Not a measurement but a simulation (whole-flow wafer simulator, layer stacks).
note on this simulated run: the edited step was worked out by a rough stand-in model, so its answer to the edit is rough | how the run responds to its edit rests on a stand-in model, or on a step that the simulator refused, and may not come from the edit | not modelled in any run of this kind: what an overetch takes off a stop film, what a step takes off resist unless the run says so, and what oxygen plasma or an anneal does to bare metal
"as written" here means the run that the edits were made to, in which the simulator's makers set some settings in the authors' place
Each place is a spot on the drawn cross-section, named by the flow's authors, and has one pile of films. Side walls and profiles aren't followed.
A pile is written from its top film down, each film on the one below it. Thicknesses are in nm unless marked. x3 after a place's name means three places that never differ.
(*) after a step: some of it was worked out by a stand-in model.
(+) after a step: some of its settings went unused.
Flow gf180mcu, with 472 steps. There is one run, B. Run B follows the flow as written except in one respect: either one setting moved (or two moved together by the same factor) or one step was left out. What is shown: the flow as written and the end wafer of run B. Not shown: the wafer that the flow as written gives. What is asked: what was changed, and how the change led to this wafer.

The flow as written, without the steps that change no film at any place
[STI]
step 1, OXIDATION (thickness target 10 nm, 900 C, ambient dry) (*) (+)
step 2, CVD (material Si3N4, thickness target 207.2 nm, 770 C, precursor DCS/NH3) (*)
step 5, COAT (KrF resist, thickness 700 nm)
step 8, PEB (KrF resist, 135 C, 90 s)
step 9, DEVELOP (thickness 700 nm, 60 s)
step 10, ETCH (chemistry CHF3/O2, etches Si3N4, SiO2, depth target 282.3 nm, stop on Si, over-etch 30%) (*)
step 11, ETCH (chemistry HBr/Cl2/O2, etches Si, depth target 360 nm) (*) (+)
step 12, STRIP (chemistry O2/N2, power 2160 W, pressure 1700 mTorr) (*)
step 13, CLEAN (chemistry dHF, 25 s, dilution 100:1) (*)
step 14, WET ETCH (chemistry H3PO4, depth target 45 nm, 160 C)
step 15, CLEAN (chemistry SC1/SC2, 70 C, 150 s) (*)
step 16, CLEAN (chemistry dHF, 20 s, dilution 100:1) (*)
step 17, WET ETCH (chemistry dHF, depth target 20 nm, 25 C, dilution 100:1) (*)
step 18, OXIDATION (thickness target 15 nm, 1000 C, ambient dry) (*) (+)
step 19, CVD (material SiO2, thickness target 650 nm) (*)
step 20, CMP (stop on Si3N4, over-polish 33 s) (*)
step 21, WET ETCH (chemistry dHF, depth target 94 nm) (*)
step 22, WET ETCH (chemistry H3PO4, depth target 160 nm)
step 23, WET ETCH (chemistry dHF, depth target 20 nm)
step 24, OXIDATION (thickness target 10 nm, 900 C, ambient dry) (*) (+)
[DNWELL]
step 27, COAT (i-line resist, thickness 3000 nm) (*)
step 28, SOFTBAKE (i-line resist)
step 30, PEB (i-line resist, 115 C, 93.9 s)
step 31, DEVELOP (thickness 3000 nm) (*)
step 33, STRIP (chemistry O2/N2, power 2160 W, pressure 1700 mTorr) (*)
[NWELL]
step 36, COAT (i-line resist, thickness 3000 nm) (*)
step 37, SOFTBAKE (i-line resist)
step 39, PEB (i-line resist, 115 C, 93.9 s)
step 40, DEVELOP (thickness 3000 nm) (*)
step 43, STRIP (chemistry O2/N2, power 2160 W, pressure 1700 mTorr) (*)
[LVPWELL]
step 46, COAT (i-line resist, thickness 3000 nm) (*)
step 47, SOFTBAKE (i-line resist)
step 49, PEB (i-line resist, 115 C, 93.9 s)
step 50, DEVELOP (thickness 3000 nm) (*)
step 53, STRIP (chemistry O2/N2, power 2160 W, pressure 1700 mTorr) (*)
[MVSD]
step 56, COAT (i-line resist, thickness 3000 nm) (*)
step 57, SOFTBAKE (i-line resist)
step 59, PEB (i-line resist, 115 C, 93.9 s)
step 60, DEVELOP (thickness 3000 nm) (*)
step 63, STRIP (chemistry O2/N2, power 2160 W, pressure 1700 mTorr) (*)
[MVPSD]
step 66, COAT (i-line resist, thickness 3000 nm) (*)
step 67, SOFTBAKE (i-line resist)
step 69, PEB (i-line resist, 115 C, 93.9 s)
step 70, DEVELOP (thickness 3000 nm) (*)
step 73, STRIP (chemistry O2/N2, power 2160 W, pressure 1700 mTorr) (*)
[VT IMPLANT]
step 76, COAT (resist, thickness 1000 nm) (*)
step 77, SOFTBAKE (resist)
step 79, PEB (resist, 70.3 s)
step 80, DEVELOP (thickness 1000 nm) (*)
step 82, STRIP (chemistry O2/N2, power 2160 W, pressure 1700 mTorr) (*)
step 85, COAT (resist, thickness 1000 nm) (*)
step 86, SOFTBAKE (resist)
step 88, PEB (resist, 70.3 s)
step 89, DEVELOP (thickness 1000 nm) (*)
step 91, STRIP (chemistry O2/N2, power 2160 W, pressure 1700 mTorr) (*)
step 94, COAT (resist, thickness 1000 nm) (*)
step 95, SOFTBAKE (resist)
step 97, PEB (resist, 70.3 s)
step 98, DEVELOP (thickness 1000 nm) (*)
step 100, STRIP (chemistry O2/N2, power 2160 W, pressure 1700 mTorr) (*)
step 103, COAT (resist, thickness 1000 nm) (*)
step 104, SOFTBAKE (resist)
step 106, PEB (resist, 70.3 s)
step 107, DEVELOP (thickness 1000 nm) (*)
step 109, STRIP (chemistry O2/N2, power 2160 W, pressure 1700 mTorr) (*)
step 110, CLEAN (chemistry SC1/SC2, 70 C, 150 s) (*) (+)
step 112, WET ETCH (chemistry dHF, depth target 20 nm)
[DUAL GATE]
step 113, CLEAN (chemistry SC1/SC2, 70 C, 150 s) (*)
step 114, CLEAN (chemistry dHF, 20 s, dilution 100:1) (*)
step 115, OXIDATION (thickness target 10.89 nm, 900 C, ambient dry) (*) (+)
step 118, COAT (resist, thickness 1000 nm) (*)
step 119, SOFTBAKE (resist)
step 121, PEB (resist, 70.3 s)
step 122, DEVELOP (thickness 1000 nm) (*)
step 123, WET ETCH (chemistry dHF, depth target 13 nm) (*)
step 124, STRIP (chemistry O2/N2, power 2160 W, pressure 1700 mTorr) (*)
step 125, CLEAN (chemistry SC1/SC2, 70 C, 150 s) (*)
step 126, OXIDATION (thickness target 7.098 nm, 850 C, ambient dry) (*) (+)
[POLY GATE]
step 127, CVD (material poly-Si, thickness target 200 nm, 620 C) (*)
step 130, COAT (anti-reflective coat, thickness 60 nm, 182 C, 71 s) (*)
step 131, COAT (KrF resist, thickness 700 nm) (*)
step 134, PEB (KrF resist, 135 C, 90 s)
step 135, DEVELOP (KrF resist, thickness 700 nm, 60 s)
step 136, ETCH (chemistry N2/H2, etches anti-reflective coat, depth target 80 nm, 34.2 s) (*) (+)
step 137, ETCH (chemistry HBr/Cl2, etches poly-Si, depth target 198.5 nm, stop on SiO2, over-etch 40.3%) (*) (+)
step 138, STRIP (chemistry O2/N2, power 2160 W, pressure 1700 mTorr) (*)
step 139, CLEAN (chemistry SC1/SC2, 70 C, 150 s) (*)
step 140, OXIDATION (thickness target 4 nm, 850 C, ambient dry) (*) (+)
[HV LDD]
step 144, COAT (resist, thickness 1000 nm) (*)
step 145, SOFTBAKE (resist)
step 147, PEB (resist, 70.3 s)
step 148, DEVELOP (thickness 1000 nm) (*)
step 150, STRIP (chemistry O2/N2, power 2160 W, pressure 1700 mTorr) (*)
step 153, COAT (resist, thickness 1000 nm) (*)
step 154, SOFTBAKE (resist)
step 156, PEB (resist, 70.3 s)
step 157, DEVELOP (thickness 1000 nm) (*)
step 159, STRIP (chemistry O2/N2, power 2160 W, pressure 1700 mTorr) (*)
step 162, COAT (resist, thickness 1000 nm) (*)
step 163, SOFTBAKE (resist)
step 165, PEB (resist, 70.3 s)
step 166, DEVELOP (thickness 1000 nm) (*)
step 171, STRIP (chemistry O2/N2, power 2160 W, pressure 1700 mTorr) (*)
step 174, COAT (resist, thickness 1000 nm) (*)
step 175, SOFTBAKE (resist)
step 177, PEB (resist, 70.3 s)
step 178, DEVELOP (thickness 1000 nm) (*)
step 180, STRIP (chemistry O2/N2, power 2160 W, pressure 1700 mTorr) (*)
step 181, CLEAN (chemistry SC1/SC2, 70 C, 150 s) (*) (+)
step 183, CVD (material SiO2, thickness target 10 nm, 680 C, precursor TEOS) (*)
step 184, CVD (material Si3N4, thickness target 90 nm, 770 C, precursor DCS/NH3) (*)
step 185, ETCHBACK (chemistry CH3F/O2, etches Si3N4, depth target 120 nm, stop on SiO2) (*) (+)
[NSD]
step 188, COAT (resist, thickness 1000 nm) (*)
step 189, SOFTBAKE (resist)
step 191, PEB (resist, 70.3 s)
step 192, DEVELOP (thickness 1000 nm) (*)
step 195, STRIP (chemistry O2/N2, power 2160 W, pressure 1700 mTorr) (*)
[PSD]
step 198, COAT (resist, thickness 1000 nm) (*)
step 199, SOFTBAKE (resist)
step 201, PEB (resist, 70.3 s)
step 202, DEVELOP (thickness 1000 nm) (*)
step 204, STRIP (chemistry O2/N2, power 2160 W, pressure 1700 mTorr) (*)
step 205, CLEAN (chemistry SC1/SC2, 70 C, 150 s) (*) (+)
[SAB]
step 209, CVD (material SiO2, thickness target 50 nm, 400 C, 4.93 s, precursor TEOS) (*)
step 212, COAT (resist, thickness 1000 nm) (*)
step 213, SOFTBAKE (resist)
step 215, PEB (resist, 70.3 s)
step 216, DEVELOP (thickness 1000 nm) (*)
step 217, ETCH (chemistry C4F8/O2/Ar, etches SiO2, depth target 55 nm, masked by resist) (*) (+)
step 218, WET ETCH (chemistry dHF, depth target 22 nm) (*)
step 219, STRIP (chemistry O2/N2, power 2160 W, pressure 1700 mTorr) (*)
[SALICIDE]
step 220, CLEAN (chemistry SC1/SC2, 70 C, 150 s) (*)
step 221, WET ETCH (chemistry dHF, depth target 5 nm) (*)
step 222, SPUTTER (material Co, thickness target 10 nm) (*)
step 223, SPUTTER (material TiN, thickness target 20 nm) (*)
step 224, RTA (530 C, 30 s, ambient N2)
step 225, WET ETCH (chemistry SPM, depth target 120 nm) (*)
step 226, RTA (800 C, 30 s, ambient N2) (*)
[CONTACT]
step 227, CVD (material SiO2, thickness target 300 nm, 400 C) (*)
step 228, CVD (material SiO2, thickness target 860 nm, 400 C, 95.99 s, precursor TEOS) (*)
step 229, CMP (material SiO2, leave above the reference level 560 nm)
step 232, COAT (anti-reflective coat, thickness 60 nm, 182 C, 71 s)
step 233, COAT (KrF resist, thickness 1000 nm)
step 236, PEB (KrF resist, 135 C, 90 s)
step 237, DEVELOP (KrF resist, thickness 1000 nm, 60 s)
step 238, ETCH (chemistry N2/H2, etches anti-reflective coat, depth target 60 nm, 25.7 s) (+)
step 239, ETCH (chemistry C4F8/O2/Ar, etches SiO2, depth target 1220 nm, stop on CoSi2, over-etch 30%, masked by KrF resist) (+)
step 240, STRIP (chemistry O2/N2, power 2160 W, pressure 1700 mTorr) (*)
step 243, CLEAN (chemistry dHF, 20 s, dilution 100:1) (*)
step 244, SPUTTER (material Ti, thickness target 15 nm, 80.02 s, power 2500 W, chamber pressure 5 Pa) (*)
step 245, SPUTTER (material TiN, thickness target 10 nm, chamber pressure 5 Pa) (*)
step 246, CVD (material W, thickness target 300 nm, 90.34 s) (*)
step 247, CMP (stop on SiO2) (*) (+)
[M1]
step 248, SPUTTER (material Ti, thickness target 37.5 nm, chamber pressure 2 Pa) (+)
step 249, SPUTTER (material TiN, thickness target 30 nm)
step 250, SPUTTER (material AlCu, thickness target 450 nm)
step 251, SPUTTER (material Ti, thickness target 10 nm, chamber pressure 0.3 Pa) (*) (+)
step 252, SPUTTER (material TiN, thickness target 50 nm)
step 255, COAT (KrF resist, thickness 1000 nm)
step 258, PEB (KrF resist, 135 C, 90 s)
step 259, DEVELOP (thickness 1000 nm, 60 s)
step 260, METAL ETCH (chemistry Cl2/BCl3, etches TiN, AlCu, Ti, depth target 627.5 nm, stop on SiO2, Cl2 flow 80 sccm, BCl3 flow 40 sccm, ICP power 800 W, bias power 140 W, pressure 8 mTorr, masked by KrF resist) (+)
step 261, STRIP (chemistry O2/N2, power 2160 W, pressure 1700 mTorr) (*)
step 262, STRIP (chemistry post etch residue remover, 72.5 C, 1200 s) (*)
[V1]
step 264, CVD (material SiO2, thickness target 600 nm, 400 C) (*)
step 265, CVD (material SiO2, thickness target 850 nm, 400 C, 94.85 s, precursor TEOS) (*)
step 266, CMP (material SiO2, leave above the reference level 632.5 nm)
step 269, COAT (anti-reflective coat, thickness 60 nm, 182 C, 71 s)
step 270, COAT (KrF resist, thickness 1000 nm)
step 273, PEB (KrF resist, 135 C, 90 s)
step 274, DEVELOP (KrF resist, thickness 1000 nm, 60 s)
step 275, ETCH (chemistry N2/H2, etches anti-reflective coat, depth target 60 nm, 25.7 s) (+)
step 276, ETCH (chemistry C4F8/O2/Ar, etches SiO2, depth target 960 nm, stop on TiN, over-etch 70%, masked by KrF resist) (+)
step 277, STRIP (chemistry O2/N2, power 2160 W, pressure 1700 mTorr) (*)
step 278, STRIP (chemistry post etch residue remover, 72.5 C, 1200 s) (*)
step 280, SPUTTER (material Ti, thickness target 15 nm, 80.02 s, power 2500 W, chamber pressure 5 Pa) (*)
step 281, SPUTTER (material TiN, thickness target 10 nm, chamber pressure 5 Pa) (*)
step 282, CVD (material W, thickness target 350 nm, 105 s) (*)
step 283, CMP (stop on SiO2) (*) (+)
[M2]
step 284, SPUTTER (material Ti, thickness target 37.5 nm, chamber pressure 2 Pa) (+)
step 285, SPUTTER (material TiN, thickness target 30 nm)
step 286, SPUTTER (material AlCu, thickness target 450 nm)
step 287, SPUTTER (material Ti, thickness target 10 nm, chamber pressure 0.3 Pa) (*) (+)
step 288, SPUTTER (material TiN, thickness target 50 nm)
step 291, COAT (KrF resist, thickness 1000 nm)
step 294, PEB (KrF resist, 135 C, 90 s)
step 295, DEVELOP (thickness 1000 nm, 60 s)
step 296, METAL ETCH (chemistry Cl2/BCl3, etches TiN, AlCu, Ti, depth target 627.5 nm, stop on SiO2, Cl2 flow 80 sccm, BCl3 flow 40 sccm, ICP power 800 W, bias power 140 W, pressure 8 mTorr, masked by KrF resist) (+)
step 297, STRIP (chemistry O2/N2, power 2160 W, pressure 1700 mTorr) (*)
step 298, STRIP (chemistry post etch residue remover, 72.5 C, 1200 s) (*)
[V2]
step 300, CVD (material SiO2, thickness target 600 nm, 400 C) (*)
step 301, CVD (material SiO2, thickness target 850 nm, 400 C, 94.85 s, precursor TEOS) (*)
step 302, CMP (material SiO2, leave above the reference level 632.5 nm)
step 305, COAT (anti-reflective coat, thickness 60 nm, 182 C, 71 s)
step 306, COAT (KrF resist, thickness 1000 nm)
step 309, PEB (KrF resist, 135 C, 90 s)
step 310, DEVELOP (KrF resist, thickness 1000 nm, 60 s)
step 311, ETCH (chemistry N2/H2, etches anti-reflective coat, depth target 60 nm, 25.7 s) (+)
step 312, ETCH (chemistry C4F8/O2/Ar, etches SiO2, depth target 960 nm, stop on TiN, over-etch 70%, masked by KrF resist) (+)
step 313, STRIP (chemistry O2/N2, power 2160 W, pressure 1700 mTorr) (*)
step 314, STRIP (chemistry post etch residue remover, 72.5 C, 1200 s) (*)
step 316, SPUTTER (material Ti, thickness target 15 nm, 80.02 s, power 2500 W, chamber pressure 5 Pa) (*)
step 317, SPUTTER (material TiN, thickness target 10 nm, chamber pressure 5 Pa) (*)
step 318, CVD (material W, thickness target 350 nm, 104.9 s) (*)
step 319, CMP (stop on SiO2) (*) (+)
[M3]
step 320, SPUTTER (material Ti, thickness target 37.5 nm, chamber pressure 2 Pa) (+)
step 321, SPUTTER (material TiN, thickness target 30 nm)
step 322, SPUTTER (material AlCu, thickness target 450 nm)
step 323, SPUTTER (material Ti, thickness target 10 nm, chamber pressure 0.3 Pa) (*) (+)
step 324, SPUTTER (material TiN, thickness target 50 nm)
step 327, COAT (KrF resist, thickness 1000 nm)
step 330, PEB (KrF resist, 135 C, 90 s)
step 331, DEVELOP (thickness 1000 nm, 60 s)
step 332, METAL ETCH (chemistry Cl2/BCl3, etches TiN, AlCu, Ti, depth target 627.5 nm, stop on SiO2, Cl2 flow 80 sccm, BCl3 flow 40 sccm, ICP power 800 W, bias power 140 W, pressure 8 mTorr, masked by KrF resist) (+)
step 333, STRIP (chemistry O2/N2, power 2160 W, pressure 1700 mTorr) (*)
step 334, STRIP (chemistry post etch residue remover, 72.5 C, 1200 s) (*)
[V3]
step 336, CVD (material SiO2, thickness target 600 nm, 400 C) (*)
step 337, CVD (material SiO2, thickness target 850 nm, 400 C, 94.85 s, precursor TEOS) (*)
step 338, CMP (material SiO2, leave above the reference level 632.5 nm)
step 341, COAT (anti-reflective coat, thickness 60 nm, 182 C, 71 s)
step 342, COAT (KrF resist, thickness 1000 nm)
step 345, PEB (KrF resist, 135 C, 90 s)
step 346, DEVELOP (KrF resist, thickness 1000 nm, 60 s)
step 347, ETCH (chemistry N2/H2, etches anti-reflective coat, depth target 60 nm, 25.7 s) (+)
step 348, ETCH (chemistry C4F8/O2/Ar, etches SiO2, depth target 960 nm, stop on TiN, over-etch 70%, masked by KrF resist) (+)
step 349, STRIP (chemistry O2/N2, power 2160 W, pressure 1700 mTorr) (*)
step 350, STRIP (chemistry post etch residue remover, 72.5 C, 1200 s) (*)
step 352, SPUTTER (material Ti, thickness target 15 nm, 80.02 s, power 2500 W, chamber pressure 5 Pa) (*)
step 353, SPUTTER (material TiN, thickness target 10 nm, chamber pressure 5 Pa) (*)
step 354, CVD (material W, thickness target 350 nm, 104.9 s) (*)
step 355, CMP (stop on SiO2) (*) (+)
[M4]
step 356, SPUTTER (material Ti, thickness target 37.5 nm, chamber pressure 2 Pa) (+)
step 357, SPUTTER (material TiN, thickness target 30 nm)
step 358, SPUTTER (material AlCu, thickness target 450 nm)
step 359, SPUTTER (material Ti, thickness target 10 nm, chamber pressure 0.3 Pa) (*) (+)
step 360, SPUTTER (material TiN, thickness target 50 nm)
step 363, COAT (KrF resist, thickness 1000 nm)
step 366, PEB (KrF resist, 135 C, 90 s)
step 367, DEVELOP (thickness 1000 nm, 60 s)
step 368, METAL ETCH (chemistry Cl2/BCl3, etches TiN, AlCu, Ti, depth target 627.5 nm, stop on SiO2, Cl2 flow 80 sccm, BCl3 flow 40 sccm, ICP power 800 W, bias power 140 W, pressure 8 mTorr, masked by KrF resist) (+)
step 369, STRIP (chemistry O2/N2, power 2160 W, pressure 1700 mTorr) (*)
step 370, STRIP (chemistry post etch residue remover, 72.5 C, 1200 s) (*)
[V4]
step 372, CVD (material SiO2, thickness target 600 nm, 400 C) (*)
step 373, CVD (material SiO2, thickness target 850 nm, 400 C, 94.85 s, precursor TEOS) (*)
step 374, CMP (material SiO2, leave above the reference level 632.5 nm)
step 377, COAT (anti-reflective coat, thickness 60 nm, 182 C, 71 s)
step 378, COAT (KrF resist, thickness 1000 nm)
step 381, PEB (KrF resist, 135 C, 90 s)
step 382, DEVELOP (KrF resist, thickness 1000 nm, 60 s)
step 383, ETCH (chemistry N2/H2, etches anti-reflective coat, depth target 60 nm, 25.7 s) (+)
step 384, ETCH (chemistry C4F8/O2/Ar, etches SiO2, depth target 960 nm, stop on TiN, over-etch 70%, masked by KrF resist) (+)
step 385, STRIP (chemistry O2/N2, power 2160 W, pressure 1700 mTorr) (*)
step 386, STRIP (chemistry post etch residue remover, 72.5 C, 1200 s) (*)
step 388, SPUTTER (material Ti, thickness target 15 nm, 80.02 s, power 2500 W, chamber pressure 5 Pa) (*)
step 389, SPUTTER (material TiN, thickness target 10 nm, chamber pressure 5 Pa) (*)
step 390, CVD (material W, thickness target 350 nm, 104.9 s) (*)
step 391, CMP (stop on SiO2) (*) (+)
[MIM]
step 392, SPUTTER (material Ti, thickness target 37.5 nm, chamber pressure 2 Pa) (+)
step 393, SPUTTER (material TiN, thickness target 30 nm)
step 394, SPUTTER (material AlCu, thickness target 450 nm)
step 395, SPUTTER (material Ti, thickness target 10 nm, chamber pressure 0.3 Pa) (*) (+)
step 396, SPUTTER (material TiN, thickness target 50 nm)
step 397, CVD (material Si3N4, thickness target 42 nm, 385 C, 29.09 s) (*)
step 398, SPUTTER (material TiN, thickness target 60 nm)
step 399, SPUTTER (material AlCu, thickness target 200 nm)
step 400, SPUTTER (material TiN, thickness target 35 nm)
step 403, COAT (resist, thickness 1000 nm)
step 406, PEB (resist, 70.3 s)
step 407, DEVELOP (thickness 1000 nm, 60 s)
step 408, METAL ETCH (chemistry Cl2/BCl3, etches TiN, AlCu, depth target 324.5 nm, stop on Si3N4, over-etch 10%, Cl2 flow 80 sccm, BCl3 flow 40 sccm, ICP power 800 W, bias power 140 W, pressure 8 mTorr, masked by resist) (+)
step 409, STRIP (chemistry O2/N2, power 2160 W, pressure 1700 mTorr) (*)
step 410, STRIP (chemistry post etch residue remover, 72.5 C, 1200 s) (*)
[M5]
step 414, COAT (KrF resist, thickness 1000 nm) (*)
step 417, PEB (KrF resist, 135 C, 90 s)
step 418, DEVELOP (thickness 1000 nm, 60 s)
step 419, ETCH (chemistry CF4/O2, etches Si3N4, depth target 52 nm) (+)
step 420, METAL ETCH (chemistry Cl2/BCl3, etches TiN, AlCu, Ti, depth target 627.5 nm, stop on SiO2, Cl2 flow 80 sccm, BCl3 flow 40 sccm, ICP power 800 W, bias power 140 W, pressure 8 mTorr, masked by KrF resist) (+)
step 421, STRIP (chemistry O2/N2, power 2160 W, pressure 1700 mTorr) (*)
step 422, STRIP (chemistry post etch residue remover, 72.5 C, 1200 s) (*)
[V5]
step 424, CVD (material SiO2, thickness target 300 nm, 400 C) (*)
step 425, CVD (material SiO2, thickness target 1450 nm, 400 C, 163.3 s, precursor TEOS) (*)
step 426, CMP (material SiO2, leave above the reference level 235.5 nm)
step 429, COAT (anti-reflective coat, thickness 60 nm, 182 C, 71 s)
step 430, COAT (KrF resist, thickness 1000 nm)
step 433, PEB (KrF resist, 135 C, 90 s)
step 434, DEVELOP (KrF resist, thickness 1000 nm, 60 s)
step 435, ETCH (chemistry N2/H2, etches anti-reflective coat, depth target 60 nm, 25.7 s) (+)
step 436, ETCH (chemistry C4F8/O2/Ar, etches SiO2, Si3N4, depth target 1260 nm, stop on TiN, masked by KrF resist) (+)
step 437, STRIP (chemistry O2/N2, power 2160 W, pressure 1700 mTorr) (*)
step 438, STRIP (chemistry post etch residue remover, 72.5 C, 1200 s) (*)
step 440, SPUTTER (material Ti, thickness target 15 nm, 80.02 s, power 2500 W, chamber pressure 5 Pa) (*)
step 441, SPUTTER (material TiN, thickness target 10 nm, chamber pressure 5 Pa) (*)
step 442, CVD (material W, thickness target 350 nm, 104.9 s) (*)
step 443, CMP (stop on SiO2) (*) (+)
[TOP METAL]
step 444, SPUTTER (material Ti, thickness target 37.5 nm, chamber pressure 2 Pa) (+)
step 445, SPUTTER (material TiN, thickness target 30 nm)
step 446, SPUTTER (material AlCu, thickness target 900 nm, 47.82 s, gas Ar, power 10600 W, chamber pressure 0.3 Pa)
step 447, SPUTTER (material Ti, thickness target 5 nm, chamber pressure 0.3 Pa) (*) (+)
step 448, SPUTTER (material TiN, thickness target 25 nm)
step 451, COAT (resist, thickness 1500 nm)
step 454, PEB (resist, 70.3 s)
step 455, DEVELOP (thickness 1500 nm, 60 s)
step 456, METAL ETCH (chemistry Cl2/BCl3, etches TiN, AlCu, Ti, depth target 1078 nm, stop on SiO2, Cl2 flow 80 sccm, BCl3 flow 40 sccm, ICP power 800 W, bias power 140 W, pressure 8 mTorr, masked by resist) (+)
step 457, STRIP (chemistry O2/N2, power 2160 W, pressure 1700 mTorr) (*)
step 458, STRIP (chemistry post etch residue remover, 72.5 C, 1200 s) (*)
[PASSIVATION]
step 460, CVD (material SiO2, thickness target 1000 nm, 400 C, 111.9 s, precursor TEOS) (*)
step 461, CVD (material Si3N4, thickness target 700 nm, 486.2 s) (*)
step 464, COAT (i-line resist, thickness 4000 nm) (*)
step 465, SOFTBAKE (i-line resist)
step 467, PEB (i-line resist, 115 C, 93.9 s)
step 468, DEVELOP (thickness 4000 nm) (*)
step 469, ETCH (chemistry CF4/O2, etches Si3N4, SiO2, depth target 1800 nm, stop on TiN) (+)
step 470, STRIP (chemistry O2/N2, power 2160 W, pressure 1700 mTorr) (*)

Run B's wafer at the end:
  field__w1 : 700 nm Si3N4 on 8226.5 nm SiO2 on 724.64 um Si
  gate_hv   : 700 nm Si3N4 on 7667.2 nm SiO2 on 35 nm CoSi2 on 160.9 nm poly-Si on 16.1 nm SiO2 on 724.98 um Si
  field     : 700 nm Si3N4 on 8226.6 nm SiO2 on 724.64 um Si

What caused this: step 115, OXIDATION: thickness target 12.95 nm was run, whereas the flow has thickness target 10.89 nm.

How this came from the change, step by step:
  step 115, OXIDATION (thickness target 10.89 nm, 900 C, ambient dry) (*) (+)
      active, n_well, p_well and 40 more: +13 SiO2 (new film), -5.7 Si (in the flow as written it would be: +10.9 SiO2 (new film), -4.79 Si)
  step 123, WET ETCH (chemistry dHF, depth target 13 nm) (*)
      active, n_well, p_well and 12 more: -13 SiO2 (all of it) (in the flow as written it would be: -10.9 SiO2 (all of it))
  step 189, SOFTBAKE (resist)
      field__w9: -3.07 resist (in the flow as written it would be: +6.92 resist)
  step 199, SOFTBAKE (resist)
      field__w9: -3.07 resist (in the flow as written it would be: +6.92 resist)
  step 218, WET ETCH (chemistry dHF, depth target 22 nm) (*)
      ldn_tap, ldn_src, ldn_drn, ldp_tap, ldp_src, ldp_drn, ldp_gr: -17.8 SiO2 (all of it) (in the flow as written it would be: -16 SiO2 (all of it))
      ld_drn_n, ld_sd_p: -16.6 SiO2 (all of it) (in the flow as written it would be: -14.8 SiO2 (all of it))
      (and at 5 other places as well)
